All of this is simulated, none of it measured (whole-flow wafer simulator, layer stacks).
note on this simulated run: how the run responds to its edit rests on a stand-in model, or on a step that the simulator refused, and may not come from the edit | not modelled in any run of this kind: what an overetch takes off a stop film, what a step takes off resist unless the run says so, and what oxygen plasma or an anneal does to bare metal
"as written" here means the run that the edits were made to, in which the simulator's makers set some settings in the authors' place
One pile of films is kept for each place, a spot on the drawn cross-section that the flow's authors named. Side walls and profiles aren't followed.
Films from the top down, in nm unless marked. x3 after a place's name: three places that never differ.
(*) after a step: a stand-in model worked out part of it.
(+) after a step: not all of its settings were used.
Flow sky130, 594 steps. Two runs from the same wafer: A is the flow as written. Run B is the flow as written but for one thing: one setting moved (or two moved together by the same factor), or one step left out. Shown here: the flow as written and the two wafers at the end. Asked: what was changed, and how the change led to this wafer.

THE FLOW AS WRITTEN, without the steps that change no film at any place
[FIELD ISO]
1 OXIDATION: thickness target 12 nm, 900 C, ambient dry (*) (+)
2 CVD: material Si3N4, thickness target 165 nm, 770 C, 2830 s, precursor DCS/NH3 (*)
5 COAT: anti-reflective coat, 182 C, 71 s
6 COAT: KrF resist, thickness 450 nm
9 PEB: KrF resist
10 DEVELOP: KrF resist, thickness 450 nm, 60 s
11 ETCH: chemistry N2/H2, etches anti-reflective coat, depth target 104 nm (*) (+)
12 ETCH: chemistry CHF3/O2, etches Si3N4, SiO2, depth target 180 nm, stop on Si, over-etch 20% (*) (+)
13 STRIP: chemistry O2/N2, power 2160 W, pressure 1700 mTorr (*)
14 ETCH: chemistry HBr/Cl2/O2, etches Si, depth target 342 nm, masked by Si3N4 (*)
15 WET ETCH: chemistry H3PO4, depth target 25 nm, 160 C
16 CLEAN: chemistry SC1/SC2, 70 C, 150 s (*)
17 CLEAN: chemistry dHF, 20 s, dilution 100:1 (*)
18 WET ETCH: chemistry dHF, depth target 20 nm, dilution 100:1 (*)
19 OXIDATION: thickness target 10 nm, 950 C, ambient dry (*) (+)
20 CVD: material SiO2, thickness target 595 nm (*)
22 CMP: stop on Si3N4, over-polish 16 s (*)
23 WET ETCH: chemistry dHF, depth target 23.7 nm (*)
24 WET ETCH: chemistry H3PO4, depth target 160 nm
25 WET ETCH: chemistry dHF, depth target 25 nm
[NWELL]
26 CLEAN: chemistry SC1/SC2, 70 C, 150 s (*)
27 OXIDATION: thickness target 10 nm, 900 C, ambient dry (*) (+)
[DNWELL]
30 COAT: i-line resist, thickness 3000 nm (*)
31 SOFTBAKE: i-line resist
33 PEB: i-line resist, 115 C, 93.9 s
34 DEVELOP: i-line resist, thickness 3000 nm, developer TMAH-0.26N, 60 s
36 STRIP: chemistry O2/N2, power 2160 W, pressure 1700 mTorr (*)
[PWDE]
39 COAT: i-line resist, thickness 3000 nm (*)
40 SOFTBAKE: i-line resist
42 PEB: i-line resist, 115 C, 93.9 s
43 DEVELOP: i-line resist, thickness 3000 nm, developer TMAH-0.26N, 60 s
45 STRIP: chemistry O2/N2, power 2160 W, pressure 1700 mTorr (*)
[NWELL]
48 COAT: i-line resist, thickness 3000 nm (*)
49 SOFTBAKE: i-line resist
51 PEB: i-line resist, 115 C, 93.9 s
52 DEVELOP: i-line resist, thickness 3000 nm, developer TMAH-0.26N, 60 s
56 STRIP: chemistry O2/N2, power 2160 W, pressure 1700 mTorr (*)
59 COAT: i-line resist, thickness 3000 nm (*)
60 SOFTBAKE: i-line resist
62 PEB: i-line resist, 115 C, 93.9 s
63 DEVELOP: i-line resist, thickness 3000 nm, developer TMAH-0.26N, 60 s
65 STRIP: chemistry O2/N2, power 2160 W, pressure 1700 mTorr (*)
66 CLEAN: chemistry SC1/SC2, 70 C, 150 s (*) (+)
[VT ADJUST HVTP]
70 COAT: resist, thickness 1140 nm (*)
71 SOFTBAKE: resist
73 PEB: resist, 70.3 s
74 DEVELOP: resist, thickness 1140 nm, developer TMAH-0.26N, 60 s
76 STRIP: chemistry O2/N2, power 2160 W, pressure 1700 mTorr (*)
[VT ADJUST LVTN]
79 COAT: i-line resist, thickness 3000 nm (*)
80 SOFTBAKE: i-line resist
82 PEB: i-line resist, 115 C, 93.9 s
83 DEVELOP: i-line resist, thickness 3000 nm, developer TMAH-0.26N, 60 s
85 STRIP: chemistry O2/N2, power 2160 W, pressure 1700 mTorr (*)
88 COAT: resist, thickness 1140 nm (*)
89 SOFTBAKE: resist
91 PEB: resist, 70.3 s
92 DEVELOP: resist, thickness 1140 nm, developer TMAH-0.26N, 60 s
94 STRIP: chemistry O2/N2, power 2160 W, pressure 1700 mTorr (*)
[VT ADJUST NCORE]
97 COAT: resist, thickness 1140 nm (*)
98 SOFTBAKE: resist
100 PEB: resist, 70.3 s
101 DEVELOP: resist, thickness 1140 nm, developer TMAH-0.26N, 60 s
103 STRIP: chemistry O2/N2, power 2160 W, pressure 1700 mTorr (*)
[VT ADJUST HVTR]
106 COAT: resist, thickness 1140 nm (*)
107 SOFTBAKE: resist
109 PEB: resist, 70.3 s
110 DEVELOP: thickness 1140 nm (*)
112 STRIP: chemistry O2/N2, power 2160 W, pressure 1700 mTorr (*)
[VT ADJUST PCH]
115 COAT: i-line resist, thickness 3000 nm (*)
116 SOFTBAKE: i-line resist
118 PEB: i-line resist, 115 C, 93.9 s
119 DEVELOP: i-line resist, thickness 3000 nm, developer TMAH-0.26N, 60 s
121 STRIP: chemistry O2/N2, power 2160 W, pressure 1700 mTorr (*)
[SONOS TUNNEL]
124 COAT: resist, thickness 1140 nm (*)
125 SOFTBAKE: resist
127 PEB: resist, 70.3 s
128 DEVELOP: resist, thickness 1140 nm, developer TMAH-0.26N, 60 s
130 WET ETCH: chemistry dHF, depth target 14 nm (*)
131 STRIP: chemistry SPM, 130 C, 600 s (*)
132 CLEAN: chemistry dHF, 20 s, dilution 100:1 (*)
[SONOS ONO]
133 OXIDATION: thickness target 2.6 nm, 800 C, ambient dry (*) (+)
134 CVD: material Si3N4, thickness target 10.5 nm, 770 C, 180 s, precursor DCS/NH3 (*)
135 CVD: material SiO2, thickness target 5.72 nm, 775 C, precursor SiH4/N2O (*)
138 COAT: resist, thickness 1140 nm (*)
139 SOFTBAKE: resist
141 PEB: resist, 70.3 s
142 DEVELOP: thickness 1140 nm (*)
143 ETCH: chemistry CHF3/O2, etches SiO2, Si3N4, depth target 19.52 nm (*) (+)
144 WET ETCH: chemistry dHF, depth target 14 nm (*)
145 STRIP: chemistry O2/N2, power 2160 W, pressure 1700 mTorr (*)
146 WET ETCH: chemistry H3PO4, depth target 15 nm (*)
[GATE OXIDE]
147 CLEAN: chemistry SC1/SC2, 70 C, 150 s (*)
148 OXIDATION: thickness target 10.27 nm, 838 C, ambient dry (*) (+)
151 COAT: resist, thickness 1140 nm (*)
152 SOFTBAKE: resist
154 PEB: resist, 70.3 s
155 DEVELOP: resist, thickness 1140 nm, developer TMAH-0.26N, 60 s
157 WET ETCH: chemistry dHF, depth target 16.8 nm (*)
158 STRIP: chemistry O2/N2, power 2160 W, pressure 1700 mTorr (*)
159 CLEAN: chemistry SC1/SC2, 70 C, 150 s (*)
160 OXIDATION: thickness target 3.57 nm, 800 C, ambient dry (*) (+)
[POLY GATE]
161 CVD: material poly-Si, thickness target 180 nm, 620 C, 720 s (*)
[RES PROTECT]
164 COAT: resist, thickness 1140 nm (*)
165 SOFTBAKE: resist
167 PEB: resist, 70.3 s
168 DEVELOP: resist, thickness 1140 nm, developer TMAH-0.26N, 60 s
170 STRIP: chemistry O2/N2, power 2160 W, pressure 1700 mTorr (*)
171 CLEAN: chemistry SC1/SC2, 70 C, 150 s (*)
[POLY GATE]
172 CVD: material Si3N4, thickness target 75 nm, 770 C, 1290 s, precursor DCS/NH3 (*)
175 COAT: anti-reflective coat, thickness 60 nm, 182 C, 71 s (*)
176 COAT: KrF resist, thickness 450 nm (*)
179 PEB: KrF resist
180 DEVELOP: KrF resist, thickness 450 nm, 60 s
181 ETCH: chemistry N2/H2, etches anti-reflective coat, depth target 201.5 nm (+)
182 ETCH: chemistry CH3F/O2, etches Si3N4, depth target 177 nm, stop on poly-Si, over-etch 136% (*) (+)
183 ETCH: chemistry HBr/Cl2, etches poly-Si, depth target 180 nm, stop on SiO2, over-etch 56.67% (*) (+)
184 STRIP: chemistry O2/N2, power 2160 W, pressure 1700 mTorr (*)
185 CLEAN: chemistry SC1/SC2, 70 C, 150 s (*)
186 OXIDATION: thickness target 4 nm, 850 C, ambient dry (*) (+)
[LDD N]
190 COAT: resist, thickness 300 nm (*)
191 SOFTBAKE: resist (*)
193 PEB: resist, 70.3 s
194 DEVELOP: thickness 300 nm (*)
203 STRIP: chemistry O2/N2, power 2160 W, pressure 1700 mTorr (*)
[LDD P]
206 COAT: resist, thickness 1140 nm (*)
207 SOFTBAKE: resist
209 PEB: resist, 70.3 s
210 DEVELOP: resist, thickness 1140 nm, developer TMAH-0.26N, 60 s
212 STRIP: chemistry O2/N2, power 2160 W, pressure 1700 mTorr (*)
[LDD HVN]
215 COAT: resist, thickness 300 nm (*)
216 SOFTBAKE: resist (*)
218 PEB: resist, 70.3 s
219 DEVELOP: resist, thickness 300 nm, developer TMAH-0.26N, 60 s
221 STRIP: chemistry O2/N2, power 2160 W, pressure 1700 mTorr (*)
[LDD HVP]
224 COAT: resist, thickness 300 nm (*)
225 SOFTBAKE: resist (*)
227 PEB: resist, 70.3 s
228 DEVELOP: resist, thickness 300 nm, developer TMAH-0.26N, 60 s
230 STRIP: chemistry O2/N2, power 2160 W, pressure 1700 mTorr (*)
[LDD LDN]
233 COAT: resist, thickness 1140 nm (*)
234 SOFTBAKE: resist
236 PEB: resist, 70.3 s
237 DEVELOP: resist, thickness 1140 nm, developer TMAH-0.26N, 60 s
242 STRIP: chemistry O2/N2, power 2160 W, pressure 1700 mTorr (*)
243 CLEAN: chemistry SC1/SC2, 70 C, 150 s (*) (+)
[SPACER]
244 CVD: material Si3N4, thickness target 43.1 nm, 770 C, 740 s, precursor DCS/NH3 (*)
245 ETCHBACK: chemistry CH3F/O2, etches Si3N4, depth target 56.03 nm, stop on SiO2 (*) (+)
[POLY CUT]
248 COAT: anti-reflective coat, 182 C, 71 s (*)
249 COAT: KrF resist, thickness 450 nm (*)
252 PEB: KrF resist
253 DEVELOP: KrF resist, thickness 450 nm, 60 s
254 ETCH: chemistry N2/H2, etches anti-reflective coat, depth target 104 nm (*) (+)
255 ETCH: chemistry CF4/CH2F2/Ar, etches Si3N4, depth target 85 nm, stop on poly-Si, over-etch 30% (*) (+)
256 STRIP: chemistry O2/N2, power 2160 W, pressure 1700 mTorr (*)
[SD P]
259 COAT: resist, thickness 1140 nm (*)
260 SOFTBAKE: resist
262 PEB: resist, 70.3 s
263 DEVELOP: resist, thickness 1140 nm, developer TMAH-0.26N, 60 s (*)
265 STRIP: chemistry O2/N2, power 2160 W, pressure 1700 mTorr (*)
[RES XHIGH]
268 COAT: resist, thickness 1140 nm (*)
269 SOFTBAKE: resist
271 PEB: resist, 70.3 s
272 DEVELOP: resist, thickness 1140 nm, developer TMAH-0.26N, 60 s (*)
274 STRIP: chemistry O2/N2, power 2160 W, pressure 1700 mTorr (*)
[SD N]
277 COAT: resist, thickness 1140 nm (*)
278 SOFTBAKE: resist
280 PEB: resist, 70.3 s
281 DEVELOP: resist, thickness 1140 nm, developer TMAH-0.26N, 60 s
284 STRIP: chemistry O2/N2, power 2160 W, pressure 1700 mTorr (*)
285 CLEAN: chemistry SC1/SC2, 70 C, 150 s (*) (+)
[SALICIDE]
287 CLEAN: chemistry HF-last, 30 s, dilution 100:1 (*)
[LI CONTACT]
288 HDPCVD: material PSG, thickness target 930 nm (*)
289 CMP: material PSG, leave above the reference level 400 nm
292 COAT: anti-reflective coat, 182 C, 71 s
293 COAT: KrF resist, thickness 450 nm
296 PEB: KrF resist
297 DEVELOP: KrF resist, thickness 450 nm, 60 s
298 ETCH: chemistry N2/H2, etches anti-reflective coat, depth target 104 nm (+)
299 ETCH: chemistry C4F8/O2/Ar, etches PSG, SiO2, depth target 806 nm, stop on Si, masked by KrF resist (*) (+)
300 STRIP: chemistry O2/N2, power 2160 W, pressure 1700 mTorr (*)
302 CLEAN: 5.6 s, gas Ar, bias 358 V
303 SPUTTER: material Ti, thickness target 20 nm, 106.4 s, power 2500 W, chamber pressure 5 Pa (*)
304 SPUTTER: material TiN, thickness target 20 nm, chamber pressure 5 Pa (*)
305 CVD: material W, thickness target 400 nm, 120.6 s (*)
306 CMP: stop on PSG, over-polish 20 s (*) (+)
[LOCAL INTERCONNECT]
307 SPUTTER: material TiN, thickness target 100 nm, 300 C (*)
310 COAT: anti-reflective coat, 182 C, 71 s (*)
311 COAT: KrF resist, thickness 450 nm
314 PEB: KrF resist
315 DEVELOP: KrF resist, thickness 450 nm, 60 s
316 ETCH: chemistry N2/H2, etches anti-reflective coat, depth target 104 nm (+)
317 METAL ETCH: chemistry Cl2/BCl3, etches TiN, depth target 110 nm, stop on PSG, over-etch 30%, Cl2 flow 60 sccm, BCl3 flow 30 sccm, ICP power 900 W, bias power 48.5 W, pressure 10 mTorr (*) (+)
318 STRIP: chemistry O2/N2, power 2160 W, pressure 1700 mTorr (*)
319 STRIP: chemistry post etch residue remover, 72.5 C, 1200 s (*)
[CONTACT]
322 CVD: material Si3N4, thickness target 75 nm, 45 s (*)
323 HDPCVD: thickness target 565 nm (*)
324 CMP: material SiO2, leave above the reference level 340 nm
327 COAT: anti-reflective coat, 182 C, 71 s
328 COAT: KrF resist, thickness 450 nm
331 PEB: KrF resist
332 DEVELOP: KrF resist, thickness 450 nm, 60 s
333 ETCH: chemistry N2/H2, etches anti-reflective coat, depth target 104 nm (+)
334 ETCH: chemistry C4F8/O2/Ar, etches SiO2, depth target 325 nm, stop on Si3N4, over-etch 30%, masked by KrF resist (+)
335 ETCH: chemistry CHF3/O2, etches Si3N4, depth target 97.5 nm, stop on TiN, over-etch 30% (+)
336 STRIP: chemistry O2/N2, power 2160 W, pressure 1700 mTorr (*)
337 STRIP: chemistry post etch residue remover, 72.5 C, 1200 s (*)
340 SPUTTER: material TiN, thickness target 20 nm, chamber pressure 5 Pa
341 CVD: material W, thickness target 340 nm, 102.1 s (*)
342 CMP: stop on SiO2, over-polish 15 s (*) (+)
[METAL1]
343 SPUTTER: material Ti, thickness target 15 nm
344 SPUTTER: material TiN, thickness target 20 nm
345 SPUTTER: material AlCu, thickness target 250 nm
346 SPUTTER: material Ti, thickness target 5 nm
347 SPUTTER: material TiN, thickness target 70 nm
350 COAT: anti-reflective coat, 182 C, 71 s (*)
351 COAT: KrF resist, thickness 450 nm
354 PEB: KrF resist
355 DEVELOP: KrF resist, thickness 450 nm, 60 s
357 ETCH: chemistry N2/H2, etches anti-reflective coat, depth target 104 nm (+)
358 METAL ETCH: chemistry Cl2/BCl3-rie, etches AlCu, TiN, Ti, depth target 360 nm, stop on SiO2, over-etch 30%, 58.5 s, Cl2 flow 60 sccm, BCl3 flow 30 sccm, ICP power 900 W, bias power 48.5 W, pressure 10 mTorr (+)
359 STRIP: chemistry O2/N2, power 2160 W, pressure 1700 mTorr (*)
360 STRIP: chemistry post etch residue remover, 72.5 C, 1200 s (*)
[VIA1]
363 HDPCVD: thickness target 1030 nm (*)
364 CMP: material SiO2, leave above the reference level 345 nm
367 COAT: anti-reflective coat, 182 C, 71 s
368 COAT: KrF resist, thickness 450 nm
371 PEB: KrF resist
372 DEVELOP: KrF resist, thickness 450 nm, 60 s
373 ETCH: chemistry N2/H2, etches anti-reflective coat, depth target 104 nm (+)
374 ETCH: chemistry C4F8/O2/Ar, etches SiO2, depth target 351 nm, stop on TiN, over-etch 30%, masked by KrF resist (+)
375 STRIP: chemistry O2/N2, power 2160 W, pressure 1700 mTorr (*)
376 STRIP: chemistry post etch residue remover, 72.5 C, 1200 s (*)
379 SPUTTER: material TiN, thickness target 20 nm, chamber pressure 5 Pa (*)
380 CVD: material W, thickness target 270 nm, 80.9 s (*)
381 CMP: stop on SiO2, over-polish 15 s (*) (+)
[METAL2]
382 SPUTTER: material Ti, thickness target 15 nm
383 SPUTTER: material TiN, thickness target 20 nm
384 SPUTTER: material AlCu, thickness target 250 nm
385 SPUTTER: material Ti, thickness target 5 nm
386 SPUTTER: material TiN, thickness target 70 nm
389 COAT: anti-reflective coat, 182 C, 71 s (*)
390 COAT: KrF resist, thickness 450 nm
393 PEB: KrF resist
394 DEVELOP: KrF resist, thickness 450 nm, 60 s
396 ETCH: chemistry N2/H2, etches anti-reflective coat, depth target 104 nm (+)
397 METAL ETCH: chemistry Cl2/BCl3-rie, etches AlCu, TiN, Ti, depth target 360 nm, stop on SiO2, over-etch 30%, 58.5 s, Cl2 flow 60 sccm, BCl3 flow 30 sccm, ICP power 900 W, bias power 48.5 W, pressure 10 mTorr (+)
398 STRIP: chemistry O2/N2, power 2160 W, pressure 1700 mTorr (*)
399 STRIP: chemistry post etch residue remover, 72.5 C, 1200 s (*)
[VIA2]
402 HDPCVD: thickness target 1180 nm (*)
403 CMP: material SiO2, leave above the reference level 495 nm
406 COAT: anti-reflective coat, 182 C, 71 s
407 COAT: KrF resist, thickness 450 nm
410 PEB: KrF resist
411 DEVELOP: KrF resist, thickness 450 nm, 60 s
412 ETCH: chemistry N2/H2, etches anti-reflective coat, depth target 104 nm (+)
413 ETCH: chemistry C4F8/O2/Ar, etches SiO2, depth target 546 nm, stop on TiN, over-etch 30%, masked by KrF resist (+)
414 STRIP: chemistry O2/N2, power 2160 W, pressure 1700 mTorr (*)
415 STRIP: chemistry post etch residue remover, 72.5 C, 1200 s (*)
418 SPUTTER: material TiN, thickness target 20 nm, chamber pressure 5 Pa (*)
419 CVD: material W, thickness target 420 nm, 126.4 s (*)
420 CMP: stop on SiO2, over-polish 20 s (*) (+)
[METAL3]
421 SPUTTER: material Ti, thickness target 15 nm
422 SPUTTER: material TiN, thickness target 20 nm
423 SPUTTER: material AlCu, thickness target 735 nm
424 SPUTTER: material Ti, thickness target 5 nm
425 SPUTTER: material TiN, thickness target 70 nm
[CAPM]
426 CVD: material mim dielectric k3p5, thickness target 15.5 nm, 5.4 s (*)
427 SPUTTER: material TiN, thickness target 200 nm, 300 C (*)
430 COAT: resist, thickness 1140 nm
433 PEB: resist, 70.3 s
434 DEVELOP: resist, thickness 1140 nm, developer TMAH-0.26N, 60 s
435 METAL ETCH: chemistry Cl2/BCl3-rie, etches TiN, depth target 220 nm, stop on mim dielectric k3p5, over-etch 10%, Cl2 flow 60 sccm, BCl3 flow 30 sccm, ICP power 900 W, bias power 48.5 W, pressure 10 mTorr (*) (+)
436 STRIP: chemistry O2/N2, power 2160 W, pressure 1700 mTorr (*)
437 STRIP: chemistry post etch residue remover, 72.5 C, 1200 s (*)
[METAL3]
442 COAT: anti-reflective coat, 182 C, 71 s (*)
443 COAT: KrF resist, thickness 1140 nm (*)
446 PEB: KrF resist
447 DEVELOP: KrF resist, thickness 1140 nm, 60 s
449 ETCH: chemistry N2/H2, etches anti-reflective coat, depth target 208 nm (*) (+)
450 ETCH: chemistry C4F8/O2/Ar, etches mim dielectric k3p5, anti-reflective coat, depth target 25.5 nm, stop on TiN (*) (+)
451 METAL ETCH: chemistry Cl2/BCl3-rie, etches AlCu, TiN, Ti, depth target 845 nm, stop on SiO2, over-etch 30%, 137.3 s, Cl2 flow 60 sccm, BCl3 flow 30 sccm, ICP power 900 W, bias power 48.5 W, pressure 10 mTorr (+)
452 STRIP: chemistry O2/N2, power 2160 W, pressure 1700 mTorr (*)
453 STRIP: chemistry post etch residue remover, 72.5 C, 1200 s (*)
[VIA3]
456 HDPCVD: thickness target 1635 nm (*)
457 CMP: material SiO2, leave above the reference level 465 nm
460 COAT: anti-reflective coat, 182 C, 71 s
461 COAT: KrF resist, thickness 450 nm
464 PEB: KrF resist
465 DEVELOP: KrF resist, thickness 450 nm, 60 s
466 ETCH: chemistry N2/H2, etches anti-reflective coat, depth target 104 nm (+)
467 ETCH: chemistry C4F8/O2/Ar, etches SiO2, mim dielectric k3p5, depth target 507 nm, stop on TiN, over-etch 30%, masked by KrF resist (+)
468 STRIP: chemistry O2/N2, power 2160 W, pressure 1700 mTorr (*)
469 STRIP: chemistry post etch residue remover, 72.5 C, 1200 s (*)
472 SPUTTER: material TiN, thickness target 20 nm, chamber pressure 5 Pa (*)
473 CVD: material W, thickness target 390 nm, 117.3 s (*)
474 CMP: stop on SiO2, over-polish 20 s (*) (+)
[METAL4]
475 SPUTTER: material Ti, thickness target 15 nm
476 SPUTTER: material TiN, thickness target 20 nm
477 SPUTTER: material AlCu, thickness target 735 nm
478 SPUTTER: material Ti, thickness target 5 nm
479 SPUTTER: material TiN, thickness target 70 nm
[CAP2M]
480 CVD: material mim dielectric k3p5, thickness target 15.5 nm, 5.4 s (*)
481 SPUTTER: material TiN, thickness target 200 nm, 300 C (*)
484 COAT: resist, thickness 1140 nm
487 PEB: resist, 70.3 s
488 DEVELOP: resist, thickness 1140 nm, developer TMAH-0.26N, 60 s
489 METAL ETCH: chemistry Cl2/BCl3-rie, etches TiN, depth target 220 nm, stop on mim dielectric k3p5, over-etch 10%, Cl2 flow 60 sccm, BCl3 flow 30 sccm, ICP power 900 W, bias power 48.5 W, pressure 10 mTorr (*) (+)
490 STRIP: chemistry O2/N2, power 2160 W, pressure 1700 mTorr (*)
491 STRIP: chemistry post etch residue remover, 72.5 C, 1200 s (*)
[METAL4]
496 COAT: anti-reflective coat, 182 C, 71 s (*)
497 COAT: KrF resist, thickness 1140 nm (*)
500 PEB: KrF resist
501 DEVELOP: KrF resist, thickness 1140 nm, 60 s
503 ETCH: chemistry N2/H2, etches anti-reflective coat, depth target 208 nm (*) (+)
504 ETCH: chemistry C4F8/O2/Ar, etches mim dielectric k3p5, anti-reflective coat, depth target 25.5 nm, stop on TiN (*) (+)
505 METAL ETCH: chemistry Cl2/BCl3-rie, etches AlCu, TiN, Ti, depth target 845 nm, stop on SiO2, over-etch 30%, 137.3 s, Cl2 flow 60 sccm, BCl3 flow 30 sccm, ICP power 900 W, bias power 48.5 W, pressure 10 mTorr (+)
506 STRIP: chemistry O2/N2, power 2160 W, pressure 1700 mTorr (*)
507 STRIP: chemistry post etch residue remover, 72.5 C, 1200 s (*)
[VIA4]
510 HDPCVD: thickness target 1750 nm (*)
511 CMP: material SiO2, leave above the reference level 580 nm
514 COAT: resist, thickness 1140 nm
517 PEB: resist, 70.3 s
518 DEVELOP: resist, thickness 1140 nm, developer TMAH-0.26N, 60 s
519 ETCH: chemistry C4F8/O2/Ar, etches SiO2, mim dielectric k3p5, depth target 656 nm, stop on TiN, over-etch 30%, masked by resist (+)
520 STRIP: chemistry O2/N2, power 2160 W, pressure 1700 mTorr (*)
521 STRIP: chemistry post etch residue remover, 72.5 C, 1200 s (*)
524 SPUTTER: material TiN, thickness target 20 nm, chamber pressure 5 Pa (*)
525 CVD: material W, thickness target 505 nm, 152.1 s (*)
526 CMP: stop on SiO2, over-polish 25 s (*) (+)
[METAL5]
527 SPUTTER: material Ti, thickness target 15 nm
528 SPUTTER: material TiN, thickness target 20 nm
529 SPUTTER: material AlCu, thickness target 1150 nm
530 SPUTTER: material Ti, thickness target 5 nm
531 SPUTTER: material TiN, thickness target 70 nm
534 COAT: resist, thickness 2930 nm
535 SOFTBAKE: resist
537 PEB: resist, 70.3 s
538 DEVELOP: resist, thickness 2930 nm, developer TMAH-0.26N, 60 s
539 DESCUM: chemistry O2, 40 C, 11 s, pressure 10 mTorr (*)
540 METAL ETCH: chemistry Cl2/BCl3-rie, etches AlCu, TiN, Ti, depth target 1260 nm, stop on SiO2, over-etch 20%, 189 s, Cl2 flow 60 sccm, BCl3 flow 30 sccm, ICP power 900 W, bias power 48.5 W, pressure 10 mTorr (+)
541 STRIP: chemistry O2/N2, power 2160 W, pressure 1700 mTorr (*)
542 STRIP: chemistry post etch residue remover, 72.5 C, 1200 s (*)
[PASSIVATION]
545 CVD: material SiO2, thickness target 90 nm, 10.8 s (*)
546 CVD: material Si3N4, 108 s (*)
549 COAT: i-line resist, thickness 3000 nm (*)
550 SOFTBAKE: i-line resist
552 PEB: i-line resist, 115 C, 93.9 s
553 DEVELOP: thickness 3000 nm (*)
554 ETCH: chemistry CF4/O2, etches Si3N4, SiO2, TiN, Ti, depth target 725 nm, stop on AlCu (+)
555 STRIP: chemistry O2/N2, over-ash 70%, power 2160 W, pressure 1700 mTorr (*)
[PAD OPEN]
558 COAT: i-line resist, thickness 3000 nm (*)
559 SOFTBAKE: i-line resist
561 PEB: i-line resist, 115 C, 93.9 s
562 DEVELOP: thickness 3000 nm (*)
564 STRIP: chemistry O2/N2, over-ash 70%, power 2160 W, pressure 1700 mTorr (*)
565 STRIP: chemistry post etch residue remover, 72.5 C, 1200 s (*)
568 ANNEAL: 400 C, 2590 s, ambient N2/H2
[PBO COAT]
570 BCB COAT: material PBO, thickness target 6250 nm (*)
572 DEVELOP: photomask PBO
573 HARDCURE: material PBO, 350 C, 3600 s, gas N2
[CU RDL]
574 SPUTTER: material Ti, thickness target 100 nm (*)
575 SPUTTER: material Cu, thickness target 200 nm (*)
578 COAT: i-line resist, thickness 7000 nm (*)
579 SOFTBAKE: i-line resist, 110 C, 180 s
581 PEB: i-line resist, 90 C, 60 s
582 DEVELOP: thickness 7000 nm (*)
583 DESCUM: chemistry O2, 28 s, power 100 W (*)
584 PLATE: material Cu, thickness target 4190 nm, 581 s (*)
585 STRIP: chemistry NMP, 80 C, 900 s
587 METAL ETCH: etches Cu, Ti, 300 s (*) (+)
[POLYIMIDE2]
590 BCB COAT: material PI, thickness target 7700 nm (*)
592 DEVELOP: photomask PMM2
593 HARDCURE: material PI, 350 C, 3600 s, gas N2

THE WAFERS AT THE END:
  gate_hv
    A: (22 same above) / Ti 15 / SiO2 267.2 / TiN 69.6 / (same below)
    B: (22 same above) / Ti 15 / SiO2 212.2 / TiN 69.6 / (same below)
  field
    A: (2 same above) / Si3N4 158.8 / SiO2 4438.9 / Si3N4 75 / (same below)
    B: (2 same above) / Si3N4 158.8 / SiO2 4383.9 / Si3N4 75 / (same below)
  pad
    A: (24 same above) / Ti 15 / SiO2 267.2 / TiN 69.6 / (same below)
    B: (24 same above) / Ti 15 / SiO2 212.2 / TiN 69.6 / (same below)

The cause: step 364, CMP: leave above the reference level 290 nm was run, where the flow has leave above the reference level 345 nm.

How the change led to this, step by step:
  364 CMP: material SiO2, leave above the reference level 345 nm
      n_well, p_well, gate_hv and 100 more: A SiO2 -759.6 | B SiO2 -814.6
      field, active, gate and 81 more: A SiO2 -389.1 | B SiO2 -444.1
      (and at 4 more places)
  374 ETCH: chemistry C4F8/O2/Ar, etches SiO2, depth target 351 nm, stop on TiN, over-etch 30%, masked by KrF resist (+)
      field, active, n_well and 186 more: A KrF resist -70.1 | B KrF resist -55.8
      m1, via1_hole: A SiO2 -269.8 (all of it) | B SiO2 -214.8 (all of it)
  375 STRIP: chemistry O2/N2, power 2160 W, pressure 1700 mTorr (*)
      field, active, n_well and 186 more: A KrF resist -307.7 (all of it), anti-reflective coat -80 (all of it) | B KrF resist -322 (all of it), anti-reflective coat -80 (all of it)
  379 SPUTTER: material TiN, thickness target 20 nm, chamber pressure 5 Pa (*)
      m1: A TiN +11 | B TiN +12.1
      via1_hole: A TiN +10.9 | B TiN +12
  380 CVD: material W, thickness target 270 nm, 80.9 s (*)
      m1, via1_hole: A W +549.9 (new film) | B W +493.8 (new film)
